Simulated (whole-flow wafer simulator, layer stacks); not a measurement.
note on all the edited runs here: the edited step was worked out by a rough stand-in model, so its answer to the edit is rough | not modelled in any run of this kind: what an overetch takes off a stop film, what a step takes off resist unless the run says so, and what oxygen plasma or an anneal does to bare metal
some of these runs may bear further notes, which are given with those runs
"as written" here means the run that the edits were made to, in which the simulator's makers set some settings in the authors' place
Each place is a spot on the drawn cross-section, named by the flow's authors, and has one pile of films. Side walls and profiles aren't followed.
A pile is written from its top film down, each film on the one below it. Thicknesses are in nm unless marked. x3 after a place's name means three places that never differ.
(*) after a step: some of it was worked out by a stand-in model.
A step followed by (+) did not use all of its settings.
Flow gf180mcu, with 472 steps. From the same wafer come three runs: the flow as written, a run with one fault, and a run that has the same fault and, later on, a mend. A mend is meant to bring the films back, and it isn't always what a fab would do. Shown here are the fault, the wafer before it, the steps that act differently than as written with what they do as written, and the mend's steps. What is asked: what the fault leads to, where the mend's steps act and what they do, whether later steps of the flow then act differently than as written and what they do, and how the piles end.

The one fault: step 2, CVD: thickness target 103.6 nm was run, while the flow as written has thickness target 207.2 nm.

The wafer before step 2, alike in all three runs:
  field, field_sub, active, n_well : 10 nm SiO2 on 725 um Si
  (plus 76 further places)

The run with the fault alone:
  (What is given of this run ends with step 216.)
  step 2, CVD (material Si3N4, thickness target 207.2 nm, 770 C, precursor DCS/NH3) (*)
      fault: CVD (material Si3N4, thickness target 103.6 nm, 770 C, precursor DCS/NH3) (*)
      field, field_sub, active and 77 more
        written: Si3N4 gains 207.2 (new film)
        fault: Si3N4 gains 103.6 (new film)
  Steps further on in the flow that do not act as written (9 more steps, not shown, differ only slightly: by at most 2% or 0.5 nm, whichever is larger):
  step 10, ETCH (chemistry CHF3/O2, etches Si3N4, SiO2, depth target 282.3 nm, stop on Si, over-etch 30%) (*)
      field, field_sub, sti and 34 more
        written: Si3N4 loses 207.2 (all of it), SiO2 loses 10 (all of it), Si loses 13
        fault: Si3N4 loses 103.6 (all of it), SiO2 loses 10 (all of it), Si loses 33.7
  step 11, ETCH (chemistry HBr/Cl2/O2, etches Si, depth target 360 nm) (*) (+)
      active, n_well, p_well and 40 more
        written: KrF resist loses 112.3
        fault: KrF resist loses 105.4
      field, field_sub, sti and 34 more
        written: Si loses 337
        fault: Si loses 316.3
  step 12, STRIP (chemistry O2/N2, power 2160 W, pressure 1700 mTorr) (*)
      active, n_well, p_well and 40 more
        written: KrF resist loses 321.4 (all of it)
        fault: KrF resist loses 328.3 (all of it)
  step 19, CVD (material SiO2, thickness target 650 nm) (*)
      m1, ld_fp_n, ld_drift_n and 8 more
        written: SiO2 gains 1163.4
        fault: SiO2 gains 1059.8
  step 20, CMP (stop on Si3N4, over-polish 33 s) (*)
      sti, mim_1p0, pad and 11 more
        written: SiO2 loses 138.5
        fault: SiO2 loses 242
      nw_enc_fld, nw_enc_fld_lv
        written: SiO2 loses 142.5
        fault: SiO2 loses 246.1
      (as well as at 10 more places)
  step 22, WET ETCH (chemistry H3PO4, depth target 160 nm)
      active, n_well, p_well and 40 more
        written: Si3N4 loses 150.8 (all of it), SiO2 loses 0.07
        fault: Si3N4 loses 47.2 (all of it), SiO2 loses 0.88
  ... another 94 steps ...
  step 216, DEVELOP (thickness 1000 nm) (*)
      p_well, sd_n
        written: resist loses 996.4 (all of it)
        fault: resist loses 896.1 (all of it)
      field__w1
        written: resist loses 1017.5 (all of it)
        fault: resist loses 1067.7 (all of it)
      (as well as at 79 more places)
  The piles after step 216 differ from the flow's at field, field__w1, field__w2 and 68 more by more than 2% or 0.5 nm, whichever is larger.
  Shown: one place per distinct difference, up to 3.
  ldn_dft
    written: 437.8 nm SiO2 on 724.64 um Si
    fault: 50 nm SiO2 on 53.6 nm Si3N4 on 288.3 nm SiO2 on 724.63 um Si
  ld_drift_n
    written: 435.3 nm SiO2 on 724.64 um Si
    fault: 30.2 nm SiO2 on 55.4 nm Si3N4 on 286.6 nm SiO2 on 724.63 um Si
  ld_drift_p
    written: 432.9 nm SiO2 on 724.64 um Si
    fault: 30.2 nm SiO2 on 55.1 nm Si3N4 on 286.7 nm SiO2 on 724.63 um Si

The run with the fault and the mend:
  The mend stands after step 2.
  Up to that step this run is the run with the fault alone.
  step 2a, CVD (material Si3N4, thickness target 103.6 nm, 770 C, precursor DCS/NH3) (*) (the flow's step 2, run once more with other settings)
      field, field_sub, active and 77 more
        Si3N4 gains 103.6
  Later steps of the flow that are run all act as written at every place that is followed.
  At every place that both follow, the piles at the end match the flow's.
